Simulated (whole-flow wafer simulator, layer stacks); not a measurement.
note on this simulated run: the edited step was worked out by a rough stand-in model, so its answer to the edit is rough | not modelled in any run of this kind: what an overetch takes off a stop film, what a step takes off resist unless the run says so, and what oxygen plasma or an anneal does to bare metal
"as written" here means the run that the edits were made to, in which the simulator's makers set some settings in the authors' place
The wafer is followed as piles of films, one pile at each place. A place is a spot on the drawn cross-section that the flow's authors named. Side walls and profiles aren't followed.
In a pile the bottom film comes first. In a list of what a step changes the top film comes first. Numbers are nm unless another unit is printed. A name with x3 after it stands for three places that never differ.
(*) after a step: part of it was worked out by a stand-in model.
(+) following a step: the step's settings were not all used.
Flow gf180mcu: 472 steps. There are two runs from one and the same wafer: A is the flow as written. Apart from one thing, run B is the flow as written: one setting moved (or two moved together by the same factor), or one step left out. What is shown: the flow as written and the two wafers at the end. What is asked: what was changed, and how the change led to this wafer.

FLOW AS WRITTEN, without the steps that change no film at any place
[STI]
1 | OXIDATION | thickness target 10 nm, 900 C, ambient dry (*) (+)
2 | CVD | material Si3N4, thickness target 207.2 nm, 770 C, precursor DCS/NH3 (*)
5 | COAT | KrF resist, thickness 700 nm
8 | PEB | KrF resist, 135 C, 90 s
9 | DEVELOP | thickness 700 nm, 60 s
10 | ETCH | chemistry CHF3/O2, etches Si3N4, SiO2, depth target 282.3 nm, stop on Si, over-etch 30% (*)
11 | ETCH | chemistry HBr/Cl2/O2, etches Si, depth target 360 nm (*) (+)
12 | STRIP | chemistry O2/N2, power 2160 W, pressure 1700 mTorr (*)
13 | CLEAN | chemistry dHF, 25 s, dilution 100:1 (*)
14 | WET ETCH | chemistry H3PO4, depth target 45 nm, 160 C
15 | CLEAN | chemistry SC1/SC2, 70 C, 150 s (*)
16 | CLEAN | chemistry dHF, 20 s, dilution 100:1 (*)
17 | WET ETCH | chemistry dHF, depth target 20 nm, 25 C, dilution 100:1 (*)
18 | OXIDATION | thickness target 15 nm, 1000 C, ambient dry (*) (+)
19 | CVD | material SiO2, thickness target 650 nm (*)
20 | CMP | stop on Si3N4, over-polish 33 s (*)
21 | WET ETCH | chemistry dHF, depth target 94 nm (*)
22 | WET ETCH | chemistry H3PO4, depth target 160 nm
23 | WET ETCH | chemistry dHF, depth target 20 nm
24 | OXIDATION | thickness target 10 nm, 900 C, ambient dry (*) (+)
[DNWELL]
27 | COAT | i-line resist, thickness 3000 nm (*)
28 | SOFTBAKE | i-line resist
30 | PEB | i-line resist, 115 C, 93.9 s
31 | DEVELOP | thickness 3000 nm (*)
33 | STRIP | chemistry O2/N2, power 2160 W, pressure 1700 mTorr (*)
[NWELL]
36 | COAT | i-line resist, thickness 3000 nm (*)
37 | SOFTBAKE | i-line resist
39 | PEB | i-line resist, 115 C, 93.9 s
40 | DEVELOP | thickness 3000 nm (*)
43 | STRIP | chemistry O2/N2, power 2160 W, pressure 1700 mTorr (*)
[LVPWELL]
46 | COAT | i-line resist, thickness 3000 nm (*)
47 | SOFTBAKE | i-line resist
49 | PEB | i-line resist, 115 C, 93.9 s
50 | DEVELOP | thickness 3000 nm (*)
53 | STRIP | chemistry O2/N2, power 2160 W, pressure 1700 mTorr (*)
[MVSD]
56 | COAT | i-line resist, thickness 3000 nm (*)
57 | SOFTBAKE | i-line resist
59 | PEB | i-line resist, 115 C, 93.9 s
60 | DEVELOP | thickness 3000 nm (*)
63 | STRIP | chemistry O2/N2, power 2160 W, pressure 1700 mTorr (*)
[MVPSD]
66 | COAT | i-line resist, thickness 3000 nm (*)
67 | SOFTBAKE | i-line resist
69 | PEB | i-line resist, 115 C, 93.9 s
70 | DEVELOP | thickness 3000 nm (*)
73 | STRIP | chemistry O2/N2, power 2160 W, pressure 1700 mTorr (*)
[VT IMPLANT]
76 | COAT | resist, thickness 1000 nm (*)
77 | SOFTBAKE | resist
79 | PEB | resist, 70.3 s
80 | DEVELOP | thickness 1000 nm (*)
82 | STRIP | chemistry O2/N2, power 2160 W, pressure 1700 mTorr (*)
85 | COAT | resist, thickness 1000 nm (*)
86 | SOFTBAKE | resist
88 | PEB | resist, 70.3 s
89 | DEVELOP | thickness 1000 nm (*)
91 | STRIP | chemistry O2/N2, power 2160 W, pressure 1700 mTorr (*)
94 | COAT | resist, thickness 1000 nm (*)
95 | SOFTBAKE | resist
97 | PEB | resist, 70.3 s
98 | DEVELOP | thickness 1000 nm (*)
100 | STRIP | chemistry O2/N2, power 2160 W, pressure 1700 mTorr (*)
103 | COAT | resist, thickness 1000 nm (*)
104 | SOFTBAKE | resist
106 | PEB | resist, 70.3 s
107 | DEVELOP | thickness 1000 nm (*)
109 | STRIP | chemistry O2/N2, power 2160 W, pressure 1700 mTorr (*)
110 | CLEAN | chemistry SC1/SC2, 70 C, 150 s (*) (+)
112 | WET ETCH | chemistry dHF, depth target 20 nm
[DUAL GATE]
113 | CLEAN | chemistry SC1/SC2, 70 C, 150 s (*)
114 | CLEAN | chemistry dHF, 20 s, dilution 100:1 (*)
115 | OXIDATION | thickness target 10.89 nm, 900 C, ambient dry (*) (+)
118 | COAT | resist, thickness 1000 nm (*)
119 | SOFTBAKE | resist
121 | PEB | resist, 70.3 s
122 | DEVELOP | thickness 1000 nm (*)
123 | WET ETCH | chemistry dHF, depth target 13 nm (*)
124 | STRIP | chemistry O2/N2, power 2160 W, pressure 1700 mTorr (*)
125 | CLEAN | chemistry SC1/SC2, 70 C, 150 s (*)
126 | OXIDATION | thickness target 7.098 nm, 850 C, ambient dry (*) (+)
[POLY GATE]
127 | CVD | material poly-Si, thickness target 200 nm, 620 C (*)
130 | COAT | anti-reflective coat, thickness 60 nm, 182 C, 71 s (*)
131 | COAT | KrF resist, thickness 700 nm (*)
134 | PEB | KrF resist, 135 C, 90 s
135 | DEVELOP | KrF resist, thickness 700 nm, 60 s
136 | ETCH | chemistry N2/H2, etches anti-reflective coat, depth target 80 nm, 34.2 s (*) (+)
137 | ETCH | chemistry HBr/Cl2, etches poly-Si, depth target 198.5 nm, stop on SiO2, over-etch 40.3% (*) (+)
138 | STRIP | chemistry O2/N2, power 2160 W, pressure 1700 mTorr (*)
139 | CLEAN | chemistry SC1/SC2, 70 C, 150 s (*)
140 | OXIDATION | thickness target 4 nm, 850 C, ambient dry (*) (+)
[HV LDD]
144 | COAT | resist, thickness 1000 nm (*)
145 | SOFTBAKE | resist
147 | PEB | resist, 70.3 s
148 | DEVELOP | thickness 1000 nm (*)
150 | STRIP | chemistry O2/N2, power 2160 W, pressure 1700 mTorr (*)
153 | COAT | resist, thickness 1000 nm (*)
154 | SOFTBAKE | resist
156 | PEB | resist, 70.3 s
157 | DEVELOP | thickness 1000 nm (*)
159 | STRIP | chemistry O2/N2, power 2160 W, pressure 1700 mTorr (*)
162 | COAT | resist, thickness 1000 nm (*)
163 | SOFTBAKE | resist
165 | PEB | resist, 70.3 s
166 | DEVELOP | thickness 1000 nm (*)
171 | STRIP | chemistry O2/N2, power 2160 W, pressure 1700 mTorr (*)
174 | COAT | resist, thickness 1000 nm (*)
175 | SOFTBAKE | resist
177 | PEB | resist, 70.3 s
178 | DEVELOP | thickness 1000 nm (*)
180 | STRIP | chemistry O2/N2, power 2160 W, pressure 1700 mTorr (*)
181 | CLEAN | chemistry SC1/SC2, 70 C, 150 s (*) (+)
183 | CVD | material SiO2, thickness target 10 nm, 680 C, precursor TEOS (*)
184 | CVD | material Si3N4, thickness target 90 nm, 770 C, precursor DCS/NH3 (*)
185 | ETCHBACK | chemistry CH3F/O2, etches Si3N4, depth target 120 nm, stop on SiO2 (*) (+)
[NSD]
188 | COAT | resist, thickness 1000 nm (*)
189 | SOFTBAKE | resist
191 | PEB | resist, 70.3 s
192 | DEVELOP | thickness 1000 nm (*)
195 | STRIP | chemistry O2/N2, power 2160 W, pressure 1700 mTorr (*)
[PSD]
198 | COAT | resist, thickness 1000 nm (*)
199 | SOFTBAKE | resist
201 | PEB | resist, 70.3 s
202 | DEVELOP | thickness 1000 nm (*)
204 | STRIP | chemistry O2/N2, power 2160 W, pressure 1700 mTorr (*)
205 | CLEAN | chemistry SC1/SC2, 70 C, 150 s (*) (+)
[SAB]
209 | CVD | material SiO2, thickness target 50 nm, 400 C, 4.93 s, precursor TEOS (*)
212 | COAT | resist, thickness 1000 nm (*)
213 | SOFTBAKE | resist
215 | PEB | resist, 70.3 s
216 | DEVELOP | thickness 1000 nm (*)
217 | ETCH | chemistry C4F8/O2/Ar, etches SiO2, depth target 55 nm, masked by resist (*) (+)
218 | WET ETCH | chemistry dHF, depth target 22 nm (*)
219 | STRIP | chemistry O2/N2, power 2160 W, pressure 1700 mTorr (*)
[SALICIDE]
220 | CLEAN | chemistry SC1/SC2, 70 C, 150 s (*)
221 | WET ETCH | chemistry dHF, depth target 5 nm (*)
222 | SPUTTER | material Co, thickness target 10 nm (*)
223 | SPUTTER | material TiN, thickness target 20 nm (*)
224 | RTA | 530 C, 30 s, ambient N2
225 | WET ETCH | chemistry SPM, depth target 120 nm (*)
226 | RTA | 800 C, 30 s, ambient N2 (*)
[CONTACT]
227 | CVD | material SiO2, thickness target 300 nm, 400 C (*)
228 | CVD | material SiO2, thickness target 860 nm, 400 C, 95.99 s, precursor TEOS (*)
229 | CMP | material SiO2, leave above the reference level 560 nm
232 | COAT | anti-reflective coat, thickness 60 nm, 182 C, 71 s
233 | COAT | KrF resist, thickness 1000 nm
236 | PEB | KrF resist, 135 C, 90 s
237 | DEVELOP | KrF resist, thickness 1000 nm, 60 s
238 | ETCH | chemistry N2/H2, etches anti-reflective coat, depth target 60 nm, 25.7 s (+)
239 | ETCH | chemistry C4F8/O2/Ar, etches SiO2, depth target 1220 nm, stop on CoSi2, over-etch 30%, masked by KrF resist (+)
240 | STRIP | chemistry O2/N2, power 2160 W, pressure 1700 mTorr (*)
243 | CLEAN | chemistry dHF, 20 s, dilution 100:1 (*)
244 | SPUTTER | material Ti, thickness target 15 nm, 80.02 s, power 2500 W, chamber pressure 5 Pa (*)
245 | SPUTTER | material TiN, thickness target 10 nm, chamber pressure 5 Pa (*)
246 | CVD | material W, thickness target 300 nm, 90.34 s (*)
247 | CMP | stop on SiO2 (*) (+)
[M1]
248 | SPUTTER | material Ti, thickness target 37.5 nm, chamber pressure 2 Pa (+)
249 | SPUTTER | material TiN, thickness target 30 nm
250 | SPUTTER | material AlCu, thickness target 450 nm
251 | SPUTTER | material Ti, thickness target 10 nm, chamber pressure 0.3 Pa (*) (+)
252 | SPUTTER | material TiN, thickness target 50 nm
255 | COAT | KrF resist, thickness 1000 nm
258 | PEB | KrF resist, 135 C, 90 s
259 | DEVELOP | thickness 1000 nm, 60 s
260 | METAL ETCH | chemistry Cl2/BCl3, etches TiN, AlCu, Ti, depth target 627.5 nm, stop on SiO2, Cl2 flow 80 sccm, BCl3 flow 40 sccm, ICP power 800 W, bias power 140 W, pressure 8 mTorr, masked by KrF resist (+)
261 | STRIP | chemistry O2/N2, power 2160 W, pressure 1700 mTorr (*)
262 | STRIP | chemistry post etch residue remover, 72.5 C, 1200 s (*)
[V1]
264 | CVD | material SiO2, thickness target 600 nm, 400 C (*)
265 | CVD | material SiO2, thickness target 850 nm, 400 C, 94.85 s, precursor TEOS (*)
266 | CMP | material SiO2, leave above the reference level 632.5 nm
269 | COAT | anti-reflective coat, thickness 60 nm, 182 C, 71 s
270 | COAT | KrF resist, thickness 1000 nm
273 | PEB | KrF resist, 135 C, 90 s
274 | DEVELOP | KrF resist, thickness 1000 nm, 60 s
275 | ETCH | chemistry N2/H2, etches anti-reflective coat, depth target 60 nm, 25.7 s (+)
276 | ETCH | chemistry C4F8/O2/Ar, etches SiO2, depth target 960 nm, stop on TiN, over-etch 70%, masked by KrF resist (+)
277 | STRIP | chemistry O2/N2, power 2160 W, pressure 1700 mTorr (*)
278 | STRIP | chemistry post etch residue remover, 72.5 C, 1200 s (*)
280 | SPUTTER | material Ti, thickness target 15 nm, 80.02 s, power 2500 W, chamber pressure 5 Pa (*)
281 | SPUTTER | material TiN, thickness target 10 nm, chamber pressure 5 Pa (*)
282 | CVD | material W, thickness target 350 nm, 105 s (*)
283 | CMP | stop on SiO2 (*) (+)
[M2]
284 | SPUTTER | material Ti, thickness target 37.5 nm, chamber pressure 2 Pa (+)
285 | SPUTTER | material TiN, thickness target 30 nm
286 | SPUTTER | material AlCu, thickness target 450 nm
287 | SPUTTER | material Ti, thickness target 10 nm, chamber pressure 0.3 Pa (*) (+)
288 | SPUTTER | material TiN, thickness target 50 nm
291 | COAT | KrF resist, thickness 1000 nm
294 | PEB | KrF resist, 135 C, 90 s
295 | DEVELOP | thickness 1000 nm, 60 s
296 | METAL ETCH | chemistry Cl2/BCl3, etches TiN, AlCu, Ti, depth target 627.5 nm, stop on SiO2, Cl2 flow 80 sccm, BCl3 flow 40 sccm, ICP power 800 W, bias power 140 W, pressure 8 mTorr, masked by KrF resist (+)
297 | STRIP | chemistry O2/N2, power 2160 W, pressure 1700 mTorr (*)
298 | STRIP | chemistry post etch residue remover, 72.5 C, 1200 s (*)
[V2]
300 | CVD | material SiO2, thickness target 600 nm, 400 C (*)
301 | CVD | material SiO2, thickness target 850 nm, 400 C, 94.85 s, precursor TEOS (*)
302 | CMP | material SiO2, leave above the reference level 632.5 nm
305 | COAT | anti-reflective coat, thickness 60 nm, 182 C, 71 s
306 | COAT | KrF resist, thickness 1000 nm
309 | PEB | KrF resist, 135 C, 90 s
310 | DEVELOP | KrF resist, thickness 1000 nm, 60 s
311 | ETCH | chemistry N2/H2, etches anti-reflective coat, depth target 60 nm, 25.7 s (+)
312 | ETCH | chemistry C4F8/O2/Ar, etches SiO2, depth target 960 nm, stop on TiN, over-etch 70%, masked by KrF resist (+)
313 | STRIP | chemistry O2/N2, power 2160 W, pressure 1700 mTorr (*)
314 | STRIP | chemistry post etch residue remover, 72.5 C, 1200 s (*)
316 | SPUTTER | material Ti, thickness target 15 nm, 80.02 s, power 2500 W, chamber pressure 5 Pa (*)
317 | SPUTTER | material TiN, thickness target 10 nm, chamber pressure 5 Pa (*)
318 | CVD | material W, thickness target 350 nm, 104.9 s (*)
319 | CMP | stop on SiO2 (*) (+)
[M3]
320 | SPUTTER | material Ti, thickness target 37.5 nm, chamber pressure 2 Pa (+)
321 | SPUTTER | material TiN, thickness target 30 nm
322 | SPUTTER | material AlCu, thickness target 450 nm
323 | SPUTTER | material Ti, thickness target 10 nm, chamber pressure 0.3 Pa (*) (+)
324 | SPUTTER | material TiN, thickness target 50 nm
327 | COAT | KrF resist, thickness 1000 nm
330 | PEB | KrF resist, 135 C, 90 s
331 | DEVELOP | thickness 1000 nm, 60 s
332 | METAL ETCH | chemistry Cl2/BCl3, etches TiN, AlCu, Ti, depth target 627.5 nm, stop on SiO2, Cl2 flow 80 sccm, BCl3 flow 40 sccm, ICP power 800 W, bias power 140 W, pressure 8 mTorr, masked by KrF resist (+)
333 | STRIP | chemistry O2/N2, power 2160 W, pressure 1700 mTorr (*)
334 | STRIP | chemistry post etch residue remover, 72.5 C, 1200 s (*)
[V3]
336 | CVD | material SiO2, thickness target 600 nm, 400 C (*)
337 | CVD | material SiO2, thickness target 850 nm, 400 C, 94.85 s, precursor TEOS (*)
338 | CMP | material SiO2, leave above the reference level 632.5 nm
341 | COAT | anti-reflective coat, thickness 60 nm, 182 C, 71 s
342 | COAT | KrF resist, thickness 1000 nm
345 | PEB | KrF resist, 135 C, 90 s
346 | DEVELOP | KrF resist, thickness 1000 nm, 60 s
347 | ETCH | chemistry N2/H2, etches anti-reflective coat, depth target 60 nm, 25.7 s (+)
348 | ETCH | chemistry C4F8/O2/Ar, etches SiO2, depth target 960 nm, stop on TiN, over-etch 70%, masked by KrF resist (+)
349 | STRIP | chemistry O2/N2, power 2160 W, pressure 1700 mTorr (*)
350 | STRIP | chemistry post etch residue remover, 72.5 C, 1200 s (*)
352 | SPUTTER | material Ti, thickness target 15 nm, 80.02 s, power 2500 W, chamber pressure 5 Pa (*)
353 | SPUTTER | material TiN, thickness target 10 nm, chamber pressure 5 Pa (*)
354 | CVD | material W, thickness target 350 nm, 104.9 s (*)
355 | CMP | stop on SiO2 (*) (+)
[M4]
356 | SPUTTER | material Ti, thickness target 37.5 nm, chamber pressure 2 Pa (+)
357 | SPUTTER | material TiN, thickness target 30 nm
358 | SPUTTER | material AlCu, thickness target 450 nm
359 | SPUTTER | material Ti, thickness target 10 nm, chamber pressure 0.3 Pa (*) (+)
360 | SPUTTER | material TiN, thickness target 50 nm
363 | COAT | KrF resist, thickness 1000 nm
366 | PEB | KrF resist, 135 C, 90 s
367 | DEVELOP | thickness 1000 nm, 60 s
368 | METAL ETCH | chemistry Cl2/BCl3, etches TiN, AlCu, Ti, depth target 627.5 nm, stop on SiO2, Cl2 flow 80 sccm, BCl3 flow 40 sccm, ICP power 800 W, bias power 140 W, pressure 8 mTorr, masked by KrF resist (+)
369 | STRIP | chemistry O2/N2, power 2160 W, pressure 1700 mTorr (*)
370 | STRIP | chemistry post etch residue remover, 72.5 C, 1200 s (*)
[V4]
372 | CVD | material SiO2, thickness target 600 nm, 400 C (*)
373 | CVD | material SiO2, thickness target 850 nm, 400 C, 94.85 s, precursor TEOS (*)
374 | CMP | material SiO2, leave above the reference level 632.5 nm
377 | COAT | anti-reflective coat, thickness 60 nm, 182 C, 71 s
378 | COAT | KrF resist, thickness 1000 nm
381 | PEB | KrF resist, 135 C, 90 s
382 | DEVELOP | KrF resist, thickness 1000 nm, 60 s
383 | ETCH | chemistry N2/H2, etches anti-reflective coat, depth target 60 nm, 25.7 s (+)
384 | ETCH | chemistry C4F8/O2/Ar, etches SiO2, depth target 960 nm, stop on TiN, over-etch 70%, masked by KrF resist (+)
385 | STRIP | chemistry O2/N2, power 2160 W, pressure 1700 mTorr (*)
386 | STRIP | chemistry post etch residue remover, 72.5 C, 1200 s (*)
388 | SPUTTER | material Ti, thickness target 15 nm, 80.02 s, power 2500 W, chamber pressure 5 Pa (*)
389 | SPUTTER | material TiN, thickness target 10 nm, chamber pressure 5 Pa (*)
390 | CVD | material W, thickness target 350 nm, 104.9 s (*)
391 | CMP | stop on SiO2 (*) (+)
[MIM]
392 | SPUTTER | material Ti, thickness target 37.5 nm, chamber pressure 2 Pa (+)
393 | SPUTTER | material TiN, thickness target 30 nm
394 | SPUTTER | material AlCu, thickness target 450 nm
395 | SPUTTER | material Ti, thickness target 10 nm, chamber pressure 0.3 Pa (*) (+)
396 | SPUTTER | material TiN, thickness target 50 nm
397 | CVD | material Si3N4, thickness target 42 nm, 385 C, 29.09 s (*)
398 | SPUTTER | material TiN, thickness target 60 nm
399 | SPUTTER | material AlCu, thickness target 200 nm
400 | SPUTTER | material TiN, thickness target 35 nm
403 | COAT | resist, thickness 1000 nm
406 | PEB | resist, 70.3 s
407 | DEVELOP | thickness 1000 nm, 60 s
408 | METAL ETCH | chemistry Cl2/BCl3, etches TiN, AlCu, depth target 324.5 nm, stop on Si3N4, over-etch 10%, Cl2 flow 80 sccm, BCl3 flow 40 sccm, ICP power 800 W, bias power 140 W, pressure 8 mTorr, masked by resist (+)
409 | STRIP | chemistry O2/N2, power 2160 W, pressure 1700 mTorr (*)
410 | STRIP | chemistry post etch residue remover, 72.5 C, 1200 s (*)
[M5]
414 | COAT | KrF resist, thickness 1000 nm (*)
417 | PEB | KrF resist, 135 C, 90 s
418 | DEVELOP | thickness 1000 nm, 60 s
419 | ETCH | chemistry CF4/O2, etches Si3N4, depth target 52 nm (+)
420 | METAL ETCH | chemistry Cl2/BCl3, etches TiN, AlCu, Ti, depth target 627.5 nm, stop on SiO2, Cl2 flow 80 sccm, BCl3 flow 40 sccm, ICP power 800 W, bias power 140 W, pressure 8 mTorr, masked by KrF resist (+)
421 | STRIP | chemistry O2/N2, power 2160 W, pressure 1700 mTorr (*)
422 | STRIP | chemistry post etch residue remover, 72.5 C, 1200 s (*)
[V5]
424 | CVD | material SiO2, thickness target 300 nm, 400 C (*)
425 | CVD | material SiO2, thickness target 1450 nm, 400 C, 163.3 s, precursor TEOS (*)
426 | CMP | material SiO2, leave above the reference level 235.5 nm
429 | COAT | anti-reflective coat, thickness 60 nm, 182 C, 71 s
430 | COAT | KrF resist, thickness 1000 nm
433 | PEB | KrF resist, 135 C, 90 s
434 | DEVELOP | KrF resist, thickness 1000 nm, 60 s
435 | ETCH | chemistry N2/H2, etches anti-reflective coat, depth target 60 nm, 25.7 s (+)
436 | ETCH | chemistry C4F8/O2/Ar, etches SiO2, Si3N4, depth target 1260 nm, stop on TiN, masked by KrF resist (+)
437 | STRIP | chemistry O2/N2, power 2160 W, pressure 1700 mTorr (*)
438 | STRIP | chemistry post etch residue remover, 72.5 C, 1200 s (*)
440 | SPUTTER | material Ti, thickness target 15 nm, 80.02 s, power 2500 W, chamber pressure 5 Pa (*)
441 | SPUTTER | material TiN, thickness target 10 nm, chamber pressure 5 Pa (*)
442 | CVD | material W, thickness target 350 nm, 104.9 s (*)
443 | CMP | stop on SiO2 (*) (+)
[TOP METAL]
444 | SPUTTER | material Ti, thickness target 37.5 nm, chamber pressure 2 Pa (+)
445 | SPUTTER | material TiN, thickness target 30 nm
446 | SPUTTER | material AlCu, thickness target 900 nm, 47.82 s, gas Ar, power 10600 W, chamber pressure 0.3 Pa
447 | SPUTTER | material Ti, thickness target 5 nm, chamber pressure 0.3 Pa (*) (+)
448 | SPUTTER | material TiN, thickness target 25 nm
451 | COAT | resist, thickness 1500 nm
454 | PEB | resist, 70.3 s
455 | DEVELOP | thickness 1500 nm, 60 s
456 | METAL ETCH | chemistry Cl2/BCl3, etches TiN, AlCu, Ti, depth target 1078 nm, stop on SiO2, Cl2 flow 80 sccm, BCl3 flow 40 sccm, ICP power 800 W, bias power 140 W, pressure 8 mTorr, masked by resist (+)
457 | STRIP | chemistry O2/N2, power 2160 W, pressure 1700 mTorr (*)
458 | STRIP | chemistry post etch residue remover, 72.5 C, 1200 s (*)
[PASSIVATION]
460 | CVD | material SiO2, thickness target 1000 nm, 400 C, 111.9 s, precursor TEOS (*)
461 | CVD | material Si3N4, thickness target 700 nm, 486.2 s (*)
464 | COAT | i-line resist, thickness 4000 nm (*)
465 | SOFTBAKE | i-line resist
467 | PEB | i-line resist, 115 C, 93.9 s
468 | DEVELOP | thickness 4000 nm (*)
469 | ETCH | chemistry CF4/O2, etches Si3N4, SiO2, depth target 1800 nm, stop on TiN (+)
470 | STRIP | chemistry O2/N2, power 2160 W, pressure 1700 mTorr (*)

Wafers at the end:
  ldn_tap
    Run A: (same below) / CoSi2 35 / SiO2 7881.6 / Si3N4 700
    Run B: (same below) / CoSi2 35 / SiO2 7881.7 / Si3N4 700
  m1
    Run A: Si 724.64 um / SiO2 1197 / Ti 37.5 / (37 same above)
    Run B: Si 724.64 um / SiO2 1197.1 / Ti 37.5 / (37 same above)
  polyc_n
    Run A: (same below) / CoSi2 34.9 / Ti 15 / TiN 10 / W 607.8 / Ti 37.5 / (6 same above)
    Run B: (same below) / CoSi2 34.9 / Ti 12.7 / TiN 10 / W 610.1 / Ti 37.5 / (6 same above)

The reason: step 244, SPUTTER: 68.02 s was run, though the flow has 80.02 s.

Step by step, how the change led to this:
  244 | SPUTTER | material Ti, thickness target 15 nm, 80.02 s, power 2500 W, chamber pressure 5 Pa (*)
      field, field__w1, field__w2 and 107 more: A +15 Ti (new film) | B +12.7 Ti (new film)
      contact: A +8.55 Ti (new film) | B +7.26 Ti (new film)
  247 | CMP | stop on SiO2 (*) (+)
      field, field__w1, field__w2 and 105 more: A -300 W (all of it), -10 TiN (all of it), -15 Ti (all of it), -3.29 SiO2 | B -300 W (all of it), -10 TiN (all of it), -12.7 Ti (all of it), -3.27 SiO2
